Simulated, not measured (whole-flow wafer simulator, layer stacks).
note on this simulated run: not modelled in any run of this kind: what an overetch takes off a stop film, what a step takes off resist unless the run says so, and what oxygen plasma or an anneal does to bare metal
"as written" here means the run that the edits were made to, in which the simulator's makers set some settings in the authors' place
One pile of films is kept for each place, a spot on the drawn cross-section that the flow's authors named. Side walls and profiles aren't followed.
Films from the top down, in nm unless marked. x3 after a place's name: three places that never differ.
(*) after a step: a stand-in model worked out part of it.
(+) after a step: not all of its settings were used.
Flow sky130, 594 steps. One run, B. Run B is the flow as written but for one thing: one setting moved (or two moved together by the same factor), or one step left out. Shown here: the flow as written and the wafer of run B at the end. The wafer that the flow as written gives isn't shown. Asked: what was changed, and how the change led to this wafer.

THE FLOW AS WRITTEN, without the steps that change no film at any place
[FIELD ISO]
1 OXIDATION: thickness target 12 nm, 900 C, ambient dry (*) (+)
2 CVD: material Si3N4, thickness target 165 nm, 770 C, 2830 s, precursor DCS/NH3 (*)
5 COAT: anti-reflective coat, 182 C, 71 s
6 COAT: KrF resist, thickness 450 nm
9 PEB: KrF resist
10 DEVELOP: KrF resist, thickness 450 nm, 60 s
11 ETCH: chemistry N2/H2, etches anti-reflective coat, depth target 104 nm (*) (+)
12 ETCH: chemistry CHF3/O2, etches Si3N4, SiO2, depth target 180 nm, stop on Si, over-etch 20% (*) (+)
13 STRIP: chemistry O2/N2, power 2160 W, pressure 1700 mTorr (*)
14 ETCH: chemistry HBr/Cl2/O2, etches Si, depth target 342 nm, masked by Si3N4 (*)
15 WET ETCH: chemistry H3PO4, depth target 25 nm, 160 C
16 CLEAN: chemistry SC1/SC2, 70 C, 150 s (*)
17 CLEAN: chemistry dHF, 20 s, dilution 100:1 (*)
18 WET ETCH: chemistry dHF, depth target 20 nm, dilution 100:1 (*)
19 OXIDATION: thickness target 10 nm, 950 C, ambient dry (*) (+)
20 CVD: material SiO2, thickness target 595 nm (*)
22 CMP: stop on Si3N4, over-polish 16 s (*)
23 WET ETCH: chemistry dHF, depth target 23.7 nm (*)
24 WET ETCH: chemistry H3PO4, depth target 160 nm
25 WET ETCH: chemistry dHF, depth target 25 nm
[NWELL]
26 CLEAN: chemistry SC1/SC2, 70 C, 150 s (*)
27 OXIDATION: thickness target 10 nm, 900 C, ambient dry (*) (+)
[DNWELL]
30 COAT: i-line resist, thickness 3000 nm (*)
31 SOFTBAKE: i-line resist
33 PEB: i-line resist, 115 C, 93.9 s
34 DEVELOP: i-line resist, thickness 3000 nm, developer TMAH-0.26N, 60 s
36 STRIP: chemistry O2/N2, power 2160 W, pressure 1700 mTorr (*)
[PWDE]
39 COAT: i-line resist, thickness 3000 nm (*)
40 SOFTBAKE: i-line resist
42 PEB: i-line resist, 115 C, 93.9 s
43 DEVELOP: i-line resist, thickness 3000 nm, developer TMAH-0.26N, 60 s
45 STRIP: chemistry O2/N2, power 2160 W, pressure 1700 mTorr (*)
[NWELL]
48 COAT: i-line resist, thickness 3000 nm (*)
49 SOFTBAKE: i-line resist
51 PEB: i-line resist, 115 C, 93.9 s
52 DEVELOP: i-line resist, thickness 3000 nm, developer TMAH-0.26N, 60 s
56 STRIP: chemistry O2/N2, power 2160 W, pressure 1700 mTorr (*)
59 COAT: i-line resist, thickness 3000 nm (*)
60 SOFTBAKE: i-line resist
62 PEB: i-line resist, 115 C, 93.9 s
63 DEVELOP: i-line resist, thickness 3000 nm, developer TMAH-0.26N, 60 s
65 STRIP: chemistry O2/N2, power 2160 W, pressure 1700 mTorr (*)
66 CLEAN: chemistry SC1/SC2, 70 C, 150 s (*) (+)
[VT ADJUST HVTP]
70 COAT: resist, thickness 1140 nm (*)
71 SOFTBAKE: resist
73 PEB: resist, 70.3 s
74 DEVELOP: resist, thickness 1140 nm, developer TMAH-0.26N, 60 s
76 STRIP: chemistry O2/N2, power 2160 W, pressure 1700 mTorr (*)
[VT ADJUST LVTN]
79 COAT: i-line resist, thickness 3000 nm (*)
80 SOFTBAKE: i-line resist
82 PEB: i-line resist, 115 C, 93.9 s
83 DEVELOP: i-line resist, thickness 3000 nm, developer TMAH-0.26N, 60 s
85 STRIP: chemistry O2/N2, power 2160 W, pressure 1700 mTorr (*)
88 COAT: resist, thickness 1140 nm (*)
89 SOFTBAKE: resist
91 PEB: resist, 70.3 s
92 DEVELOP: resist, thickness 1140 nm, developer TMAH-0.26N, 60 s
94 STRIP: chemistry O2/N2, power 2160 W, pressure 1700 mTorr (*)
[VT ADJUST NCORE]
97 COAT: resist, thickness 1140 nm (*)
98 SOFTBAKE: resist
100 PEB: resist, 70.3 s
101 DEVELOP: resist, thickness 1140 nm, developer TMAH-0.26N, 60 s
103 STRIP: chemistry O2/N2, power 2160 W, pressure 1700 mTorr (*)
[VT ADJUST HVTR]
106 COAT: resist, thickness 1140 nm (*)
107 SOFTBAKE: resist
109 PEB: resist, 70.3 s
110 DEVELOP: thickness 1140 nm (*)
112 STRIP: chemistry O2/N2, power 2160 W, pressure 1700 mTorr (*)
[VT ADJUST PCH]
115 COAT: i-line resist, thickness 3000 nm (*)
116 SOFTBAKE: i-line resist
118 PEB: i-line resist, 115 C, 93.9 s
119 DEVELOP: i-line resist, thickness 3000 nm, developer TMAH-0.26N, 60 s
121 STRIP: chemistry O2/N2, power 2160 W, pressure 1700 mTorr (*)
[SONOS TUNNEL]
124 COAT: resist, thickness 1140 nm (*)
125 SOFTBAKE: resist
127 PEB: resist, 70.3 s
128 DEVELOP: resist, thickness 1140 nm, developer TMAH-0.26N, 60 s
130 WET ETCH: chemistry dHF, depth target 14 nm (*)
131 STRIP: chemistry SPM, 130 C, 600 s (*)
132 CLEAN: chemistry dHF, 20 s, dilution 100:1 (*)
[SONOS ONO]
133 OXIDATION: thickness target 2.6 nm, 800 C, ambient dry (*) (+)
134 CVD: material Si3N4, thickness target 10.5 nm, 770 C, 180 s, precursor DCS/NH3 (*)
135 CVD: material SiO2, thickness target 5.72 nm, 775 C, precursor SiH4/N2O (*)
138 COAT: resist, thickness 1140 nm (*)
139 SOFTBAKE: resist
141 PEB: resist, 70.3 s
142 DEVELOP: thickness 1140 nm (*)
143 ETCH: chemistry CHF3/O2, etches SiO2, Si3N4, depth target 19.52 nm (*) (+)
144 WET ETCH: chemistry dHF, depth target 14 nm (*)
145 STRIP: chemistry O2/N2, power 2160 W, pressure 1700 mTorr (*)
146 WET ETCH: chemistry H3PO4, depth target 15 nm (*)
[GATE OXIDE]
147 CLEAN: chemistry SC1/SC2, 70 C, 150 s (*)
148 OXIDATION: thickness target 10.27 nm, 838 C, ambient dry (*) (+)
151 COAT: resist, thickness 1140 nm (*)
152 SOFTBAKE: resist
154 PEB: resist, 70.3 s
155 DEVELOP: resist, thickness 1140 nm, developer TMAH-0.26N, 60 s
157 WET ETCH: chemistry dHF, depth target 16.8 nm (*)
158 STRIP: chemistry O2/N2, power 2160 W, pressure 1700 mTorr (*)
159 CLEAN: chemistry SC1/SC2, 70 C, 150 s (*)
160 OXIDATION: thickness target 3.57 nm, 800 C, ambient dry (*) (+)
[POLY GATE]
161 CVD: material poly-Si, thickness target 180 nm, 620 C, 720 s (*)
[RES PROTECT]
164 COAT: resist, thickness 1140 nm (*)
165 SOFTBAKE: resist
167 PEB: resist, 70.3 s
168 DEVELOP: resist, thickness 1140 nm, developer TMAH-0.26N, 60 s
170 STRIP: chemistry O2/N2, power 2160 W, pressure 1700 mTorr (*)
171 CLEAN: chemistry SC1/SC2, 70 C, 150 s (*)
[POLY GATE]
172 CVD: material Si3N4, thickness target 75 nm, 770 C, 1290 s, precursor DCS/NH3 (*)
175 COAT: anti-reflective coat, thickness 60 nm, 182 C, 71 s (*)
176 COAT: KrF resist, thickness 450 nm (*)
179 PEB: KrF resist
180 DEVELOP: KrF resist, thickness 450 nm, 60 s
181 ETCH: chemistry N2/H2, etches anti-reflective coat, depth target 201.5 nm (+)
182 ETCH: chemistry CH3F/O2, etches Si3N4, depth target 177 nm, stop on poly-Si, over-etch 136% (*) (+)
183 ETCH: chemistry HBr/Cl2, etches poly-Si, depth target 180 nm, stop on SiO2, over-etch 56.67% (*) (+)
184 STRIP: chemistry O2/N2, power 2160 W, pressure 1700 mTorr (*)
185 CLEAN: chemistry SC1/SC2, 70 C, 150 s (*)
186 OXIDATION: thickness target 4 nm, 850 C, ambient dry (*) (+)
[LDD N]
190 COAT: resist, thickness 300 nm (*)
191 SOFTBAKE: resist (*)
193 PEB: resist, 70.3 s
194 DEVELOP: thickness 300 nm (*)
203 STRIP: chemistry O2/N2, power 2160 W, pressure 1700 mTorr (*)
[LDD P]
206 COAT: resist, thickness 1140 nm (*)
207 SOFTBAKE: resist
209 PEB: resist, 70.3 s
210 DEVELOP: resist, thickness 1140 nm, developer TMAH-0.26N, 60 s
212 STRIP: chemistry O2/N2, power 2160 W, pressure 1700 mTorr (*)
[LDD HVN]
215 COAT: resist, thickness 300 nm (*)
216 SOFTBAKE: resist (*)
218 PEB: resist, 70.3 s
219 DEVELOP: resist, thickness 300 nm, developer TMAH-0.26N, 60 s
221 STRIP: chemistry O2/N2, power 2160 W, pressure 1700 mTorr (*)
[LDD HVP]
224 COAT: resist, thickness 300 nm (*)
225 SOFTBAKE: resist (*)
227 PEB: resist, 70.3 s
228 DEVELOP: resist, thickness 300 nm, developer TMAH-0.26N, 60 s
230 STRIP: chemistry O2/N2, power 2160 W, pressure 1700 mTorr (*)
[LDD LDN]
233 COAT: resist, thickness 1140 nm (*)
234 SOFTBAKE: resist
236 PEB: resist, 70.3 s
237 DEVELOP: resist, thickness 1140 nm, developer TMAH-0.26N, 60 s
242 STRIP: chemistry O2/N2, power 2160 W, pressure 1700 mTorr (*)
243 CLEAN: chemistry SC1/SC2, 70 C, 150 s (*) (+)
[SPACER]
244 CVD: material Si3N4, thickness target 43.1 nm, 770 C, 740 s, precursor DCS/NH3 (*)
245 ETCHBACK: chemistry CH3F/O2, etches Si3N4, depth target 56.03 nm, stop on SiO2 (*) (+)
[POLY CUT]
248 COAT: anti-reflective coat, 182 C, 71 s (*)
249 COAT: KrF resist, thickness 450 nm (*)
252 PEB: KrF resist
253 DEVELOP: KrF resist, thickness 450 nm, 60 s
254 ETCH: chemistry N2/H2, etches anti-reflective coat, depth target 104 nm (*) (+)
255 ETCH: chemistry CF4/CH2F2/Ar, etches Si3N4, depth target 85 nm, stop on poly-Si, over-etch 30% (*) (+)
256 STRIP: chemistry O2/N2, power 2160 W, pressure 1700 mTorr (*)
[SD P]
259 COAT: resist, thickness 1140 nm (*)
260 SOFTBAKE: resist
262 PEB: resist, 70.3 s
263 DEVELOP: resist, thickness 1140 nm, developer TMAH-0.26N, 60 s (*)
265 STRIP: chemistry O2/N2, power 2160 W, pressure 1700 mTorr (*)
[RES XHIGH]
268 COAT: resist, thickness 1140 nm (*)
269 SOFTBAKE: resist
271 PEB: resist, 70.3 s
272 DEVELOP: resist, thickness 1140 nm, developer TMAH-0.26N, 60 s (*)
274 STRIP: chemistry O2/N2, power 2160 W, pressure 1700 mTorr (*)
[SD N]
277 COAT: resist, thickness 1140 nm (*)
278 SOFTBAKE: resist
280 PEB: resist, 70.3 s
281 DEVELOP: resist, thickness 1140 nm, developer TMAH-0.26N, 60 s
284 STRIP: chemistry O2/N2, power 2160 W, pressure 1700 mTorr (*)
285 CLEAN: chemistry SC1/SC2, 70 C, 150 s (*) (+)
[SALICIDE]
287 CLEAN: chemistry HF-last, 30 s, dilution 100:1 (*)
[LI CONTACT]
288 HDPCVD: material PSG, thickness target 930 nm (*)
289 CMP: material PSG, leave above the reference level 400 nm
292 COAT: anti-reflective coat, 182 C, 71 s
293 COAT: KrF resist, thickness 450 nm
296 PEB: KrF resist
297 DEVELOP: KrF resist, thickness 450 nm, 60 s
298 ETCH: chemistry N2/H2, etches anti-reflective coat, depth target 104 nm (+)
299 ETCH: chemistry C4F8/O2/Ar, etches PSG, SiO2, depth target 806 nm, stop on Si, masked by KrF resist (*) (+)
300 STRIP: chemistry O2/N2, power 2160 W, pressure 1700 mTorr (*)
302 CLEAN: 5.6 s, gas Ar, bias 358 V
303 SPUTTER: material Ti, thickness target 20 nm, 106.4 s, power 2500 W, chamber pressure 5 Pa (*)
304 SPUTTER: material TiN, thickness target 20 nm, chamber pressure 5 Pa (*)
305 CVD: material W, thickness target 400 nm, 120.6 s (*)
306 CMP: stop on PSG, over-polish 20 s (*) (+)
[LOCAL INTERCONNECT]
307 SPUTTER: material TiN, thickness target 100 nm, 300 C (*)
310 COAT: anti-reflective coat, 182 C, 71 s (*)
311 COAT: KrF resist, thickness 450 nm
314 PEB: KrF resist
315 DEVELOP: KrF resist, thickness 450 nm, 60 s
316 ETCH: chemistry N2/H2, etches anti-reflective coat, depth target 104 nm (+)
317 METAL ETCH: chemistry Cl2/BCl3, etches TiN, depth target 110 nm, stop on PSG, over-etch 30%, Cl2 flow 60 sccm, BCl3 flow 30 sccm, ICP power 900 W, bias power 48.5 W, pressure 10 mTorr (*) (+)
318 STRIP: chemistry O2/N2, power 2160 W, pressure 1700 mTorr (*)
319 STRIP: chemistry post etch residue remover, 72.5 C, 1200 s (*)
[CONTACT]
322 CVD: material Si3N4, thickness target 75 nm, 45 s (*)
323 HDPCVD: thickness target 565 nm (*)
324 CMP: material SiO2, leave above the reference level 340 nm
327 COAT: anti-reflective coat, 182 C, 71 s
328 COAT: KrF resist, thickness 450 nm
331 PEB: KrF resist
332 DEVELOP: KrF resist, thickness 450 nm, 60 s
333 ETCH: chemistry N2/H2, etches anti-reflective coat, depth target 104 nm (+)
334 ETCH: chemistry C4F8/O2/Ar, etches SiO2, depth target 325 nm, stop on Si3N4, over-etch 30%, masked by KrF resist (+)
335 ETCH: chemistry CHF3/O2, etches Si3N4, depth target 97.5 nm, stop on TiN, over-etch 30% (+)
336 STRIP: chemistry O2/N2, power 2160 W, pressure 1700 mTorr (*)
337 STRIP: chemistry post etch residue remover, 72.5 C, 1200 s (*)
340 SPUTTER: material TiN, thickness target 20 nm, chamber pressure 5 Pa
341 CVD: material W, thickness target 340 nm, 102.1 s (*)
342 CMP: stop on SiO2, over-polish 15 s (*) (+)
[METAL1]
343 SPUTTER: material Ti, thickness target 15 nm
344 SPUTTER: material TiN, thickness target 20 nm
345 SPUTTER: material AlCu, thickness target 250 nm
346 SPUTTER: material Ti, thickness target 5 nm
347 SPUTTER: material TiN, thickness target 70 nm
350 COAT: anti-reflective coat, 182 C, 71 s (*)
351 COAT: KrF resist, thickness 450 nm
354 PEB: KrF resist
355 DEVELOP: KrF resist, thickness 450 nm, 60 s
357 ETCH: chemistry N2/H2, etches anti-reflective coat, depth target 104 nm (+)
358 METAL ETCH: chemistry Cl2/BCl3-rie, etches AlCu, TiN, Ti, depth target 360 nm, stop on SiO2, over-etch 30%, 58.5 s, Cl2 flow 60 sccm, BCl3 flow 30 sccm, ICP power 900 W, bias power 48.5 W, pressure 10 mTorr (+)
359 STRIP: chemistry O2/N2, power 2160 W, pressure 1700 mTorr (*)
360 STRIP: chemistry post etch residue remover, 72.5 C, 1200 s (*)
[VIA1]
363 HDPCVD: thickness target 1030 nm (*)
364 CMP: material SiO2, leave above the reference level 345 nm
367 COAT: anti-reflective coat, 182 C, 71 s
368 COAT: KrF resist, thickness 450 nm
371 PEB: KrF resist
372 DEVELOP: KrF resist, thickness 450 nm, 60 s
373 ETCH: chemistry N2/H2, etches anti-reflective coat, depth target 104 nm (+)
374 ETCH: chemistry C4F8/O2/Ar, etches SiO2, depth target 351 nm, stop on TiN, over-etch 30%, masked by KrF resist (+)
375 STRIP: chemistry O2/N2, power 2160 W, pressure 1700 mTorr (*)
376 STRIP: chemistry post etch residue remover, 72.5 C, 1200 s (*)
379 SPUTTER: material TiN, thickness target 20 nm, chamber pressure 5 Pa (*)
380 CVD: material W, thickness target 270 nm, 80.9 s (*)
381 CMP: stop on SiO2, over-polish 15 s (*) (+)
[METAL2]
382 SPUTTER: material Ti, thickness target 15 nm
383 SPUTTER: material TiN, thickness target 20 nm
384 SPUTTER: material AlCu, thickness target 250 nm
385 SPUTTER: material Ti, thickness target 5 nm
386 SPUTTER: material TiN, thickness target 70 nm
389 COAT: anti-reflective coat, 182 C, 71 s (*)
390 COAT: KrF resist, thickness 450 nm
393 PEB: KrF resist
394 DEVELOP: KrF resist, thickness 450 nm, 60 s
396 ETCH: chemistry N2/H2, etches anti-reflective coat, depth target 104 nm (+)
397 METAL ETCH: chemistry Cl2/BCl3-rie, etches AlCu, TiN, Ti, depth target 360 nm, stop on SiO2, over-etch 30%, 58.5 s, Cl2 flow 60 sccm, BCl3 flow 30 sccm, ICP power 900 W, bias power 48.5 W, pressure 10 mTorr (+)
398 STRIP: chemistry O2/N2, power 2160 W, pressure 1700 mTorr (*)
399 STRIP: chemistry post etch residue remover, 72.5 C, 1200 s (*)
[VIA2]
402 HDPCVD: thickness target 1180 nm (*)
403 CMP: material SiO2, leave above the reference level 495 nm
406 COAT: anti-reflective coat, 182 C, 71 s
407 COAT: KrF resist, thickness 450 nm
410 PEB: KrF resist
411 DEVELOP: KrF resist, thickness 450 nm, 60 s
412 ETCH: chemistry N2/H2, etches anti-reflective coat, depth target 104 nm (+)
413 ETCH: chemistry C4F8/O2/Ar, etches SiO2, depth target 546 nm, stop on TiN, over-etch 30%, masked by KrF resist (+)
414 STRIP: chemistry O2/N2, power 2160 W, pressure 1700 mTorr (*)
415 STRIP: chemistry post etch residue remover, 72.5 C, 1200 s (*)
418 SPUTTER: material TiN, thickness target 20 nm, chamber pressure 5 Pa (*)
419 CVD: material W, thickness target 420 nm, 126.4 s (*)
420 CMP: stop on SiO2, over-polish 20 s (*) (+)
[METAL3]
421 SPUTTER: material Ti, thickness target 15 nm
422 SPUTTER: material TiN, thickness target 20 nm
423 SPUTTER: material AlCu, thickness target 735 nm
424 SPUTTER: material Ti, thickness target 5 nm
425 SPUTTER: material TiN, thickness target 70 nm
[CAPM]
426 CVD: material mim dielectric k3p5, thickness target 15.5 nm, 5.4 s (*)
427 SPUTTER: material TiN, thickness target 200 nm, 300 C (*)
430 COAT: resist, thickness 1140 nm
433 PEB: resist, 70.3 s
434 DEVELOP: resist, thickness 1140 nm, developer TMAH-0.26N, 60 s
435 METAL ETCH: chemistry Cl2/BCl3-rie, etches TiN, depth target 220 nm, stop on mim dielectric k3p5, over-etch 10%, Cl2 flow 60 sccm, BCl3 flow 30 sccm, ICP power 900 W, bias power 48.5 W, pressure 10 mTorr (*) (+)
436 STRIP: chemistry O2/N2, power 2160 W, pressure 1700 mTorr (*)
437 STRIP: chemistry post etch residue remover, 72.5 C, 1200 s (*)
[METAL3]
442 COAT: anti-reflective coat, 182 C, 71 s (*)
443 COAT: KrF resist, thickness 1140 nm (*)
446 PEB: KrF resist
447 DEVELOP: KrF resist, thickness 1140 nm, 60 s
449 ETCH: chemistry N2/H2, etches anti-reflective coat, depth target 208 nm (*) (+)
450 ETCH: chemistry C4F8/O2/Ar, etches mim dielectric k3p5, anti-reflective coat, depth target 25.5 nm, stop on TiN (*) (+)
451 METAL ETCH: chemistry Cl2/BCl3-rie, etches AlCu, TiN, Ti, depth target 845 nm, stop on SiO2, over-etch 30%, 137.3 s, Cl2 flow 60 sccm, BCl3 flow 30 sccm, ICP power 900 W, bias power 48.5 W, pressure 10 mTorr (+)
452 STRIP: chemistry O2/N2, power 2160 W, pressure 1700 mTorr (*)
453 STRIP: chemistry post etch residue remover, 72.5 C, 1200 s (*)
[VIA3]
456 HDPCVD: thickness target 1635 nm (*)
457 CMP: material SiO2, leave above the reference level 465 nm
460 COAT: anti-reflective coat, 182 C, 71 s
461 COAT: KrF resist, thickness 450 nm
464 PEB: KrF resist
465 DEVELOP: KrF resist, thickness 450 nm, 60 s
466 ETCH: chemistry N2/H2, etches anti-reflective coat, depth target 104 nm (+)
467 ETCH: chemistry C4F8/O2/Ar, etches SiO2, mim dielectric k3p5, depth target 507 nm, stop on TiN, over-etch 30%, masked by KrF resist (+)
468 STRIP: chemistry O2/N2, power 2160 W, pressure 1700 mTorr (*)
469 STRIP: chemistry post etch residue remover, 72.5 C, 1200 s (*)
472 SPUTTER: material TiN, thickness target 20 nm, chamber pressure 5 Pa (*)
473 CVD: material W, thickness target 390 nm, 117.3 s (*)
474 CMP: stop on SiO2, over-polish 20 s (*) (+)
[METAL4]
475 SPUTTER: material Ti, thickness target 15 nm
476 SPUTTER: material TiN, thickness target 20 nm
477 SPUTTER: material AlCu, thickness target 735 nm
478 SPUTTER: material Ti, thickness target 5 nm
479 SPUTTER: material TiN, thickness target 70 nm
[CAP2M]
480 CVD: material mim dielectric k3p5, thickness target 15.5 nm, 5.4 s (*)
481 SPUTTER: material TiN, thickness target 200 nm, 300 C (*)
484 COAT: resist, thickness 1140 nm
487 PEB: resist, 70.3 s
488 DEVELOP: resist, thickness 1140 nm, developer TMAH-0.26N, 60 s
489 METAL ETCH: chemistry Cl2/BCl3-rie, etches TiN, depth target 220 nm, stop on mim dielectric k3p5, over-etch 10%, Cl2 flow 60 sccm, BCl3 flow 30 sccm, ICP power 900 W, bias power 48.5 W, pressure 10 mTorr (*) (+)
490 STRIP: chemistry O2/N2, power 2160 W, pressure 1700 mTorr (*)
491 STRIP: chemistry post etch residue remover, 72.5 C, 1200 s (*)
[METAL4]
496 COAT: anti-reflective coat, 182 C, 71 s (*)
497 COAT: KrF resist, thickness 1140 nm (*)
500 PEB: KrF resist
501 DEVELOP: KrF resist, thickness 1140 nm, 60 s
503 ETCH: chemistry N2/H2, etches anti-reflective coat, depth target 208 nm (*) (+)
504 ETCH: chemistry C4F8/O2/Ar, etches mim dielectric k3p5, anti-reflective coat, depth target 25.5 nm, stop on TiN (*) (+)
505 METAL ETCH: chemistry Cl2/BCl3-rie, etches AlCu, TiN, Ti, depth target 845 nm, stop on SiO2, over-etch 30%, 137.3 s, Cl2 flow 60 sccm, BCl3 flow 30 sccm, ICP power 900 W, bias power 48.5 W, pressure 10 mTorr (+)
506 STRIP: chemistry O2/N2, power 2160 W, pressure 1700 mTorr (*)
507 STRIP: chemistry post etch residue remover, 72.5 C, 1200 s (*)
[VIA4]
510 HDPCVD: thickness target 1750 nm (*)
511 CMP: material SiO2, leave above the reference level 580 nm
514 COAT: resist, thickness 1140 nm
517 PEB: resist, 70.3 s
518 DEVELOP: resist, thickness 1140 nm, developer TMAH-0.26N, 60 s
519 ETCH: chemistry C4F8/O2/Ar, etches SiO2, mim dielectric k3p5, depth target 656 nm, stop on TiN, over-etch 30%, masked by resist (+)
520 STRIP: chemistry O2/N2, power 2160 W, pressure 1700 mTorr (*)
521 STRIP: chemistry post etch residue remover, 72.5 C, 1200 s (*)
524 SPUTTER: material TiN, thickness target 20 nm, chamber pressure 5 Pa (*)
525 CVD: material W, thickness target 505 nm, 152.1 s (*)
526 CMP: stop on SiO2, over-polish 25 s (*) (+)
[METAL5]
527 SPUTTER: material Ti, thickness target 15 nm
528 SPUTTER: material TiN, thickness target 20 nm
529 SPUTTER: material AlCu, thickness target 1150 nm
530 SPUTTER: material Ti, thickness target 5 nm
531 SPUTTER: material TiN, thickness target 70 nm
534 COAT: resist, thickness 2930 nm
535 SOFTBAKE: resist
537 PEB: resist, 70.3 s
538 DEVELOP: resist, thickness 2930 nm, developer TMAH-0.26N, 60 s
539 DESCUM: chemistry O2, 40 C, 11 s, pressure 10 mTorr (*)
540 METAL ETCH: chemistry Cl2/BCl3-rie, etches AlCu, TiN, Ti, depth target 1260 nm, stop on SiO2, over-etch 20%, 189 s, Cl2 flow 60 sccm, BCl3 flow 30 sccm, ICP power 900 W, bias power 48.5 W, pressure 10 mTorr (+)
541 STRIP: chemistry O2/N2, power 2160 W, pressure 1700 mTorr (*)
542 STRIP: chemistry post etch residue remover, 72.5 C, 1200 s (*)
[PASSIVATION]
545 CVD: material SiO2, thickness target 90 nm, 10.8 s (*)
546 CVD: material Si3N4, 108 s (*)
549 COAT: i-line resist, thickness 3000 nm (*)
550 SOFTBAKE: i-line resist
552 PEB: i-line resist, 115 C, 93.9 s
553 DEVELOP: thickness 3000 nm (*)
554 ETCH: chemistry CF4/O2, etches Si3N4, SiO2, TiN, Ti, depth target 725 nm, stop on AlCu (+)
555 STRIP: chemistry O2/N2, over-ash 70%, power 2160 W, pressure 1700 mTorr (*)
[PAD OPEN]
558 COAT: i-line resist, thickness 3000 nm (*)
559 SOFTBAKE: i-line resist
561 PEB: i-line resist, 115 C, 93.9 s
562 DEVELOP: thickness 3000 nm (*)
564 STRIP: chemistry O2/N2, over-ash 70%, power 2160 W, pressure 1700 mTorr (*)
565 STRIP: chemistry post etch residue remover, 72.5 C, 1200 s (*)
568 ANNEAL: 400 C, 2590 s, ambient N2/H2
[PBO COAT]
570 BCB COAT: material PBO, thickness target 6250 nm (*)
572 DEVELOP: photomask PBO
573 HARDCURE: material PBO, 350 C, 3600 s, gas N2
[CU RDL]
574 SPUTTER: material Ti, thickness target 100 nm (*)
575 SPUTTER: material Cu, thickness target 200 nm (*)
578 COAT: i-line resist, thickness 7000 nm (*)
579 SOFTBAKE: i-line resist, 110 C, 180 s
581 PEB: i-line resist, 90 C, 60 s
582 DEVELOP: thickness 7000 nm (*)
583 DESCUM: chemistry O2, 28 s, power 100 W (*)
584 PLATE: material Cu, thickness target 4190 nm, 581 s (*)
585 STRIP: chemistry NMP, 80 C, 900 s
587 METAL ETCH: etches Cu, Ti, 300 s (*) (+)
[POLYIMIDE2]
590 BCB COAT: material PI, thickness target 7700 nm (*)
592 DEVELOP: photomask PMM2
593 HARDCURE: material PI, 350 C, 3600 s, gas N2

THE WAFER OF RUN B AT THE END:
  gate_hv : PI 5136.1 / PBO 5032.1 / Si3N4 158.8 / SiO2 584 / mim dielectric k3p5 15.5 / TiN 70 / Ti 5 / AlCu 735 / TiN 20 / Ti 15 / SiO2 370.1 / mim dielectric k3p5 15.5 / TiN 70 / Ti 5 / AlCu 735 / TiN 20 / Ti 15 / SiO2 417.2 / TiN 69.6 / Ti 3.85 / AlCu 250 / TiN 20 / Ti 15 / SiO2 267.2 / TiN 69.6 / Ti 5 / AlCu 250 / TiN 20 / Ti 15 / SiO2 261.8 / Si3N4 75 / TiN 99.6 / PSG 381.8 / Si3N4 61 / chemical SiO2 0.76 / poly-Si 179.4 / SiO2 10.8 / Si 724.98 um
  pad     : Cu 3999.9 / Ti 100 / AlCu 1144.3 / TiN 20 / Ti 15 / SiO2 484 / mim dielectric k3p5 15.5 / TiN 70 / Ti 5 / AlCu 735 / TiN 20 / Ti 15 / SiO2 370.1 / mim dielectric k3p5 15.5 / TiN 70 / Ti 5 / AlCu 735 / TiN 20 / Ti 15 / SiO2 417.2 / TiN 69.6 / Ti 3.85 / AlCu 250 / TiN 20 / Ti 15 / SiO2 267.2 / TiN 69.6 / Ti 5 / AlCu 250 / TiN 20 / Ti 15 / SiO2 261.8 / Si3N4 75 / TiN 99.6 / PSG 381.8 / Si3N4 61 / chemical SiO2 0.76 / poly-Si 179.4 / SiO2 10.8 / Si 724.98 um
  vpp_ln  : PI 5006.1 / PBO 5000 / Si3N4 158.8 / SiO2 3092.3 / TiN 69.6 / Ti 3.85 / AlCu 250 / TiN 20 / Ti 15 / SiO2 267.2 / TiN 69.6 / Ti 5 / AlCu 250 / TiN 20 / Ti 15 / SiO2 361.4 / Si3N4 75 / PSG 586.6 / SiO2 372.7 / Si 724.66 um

The cause: step 385, SPUTTER: thickness target 3.85 nm was run, where the flow has thickness target 5 nm.
It can be read off the wafer: gate_hv has Ti 3.85, and step 385 as written asks for 5 nm.

How the change led to this, step by step:
  385 SPUTTER: material Ti, thickness target 5 nm
      field, active, n_well and 188 more: Ti +3.85 (new film) (as written it would be: Ti +5 (new film))
  397 METAL ETCH: chemistry Cl2/BCl3-rie, etches AlCu, TiN, Ti, depth target 360 nm, stop on SiO2, over-etch 30%, 58.5 s, Cl2 flow 60 sccm, BCl3 flow 30 sccm, ICP power 900 W, bias power 48.5 W, pressure 10 mTorr (+)
      field, active, gate and 82 more: TiN -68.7 (all of it), Ti -3.85 (all of it), AlCu -250 (all of it), TiN -20 (all of it), Ti -15 (all of it), SiO2 -11 (as written it would be: TiN -68.7 (all of it), Ti -5 (all of it), AlCu -250 (all of it), TiN -20 (all of it), Ti -15 (all of it), SiO2 -10.9)
